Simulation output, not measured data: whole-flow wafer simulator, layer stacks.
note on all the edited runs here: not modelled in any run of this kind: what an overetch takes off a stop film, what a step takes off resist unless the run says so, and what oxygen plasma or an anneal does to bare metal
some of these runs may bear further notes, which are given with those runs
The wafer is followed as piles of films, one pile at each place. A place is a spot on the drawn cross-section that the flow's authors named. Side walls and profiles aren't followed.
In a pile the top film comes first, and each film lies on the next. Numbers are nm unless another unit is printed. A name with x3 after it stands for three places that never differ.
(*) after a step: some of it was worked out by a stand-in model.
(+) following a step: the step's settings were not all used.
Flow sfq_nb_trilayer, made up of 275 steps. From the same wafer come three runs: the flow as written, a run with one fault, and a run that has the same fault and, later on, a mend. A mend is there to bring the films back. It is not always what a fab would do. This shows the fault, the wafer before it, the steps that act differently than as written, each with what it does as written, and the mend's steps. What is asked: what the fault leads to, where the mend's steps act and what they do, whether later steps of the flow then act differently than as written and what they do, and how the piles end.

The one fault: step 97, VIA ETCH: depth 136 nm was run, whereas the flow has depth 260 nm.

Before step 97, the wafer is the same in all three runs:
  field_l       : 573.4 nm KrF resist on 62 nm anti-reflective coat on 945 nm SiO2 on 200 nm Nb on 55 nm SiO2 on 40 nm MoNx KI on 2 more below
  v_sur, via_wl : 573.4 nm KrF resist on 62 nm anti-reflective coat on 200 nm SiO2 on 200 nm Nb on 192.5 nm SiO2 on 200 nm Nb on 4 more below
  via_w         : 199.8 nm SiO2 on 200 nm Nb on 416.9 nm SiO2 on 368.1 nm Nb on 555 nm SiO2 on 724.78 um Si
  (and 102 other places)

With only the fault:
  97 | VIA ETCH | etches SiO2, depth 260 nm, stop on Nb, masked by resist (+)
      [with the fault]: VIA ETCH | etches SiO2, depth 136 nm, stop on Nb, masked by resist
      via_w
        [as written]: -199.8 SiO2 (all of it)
        [with the fault]: -136 SiO2
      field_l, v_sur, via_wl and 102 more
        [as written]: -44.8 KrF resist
        [with the fault]: -23.4 KrF resist
  Steps later in the flow that act otherwise than as written (3 more steps, not shown, differ only slightly: by at most 2% or 0.5 nm, whichever is larger):
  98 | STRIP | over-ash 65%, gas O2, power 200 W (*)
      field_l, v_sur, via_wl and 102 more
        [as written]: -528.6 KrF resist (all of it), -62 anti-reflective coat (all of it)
        [with the fault]: -550 KrF resist (all of it), -62 anti-reflective coat (all of it)
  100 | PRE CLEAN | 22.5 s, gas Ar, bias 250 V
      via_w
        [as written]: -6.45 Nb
        [with the fault]: -7.5 SiO2
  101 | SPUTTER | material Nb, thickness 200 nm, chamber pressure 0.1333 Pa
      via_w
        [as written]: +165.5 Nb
        [with the fault]: +179.4 Nb (new film)
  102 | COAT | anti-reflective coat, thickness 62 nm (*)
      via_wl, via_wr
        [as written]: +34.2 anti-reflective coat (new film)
        [with the fault]: +35.5 anti-reflective coat (new film)
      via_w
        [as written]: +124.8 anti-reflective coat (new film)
        [with the fault]: +110.1 anti-reflective coat (new film)
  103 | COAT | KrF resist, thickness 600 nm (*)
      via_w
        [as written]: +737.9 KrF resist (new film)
        [with the fault]: +686 KrF resist (new film)
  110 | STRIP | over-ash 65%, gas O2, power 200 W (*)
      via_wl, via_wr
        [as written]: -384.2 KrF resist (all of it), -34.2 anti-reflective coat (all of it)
        [with the fault]: -390.6 KrF resist (all of it), -35.5 anti-reflective coat (all of it)
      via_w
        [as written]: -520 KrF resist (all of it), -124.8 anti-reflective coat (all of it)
        [with the fault]: -468.2 KrF resist (all of it), -110.1 anti-reflective coat (all of it)
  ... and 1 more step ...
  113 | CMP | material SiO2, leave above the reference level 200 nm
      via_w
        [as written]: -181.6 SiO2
        [with the fault]: -157.1 SiO2
  By the end, the piles at via_w depart from the flow's by more than 2% or 0.5 nm, whichever is larger.
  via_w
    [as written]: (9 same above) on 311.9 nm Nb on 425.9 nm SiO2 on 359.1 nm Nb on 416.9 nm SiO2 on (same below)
    [with the fault]: (9 same above) on 311.9 nm Nb on 349.3 nm SiO2 on 179.4 nm Nb on 56.3 nm SiO2 on 200 nm Nb on 416.9 nm SiO2 on (same below)

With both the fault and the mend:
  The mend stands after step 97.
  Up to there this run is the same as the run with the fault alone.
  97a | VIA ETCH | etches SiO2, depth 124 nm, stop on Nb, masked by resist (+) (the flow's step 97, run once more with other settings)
      field_l, v_sur, via_wl and 102 more
        -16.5 KrF resist
      via_w
        -63.8 SiO2 (all of it)
  None of the later steps of the flow differs from how it acts as written, at any place that is followed, by more than 2% or 0.5 nm, whichever is larger.
  The piles end the same as the flow's at every place that both follow.
